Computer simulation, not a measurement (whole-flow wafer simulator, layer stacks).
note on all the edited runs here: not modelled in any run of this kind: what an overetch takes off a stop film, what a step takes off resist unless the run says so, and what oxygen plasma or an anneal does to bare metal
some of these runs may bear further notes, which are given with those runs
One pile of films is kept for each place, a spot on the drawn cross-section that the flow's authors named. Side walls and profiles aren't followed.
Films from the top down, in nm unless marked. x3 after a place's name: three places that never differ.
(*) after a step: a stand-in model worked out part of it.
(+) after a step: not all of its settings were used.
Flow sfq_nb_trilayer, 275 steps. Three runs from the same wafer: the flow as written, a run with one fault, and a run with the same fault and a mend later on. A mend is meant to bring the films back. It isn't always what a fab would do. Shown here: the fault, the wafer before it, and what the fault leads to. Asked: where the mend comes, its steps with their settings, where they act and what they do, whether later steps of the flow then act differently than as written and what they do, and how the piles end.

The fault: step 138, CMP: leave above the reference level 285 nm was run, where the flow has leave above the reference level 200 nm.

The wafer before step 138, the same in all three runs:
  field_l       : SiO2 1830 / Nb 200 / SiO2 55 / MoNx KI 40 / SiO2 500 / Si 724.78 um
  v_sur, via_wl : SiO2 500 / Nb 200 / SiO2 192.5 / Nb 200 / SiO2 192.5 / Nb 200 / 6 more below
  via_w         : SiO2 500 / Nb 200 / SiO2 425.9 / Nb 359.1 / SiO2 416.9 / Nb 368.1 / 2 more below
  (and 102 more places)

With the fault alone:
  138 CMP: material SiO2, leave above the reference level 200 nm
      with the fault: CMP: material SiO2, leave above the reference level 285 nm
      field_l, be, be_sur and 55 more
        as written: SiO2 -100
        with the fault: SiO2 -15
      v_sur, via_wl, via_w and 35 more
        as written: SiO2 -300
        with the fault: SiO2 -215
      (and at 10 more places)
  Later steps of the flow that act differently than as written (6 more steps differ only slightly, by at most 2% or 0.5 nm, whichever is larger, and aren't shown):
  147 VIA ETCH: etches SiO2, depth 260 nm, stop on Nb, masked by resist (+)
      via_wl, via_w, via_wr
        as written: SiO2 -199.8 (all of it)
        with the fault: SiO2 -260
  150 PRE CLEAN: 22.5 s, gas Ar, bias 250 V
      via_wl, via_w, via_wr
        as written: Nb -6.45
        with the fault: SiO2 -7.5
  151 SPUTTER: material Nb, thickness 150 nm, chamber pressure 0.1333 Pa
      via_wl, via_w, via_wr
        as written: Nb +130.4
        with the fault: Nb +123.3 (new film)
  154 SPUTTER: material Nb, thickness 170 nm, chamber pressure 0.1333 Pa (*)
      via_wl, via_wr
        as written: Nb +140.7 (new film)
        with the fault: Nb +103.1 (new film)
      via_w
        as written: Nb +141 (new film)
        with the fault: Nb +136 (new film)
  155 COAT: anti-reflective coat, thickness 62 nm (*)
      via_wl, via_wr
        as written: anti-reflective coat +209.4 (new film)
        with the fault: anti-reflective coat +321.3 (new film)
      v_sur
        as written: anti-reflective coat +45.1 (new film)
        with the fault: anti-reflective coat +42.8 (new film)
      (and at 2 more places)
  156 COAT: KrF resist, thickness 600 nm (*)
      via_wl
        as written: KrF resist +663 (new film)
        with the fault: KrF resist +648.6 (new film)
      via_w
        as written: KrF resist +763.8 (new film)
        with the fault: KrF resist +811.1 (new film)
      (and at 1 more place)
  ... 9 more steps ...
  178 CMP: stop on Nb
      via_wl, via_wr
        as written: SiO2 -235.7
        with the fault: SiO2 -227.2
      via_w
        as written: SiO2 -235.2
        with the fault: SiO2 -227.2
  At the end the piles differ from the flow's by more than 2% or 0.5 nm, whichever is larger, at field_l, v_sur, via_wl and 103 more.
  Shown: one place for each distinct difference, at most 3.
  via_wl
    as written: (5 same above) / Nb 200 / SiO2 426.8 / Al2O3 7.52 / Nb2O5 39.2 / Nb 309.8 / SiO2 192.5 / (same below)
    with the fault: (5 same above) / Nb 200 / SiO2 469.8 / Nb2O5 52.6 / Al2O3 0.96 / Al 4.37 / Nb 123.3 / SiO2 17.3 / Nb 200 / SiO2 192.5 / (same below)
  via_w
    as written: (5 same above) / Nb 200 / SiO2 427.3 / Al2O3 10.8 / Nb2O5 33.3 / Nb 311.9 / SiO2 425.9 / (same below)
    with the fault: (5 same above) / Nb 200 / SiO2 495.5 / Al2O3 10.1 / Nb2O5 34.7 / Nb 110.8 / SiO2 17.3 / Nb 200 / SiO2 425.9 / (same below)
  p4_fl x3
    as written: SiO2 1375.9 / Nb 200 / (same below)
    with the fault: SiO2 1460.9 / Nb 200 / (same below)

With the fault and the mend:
  The mend comes after step 139.
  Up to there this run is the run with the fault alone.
  139a CMP: material SiO2, leave above the reference level 200 nm (the flow's step 138 once more)
      field_l, v_sur, via_wl and 103 more
        SiO2 -85
  No later step of the flow acts differently than as written at any place that is followed.
  At the end the piles are the same as the flow's at every place that both follow.
